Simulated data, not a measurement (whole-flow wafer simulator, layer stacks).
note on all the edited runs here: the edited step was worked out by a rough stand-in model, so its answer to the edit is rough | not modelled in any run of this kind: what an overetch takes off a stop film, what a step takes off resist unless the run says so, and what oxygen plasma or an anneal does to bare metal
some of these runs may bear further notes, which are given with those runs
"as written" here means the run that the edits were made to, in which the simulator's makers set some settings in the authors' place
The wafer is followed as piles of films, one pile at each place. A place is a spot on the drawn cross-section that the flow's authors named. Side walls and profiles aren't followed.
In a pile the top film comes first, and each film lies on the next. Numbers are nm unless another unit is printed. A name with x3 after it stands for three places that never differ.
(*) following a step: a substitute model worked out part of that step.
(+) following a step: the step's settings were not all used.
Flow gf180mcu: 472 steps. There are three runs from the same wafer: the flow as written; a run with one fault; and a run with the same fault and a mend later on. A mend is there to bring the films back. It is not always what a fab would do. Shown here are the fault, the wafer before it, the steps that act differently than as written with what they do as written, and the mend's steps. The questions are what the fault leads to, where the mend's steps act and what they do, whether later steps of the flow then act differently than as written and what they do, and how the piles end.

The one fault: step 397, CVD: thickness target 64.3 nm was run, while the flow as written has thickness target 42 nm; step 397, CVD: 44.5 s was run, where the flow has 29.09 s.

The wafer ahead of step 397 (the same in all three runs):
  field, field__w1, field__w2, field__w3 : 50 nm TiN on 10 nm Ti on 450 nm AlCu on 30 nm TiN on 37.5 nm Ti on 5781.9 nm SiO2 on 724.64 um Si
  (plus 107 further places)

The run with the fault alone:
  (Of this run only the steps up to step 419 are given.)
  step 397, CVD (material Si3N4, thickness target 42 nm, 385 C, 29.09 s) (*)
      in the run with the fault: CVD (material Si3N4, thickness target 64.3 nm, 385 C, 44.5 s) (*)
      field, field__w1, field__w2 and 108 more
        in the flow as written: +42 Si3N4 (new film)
        in the run with the fault: +64.2 Si3N4 (new film)
  Steps further on in the flow that do not act as written:
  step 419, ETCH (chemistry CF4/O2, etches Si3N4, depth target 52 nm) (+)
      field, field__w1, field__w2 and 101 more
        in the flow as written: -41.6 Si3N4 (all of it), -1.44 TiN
        in the run with the fault: -52 Si3N4
  The piles after step 419 differ from the flow's at field, field__w1, field__w2 and 109 more by more than 2% or 0.5 nm, whichever is larger.
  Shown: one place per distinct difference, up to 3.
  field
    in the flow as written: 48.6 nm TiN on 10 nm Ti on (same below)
    in the run with the fault: 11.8 nm Si3N4 on 50 nm TiN on 10 nm Ti on (same below)
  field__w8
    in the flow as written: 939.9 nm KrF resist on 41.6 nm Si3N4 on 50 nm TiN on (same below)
    in the run with the fault: 939.9 nm KrF resist on 63.8 nm Si3N4 on 50 nm TiN on (same below)
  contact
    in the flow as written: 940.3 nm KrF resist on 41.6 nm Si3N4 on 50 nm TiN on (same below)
    in the run with the fault: 940.3 nm KrF resist on 63.8 nm Si3N4 on 50 nm TiN on (same below)

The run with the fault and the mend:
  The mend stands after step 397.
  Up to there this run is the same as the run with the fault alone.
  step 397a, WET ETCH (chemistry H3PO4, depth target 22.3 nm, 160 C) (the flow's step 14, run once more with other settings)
      field, field__w1, field__w2 and 108 more
        -22.3 Si3N4
  Every later step of the flow that is run acts as written, at every place that is followed, to within 2% or 0.5 nm, whichever is larger.
  When the end is reached, the piles differ only a little from the flow's at the places that both follow, at most by 2% or 0.5 nm, whichever is larger.
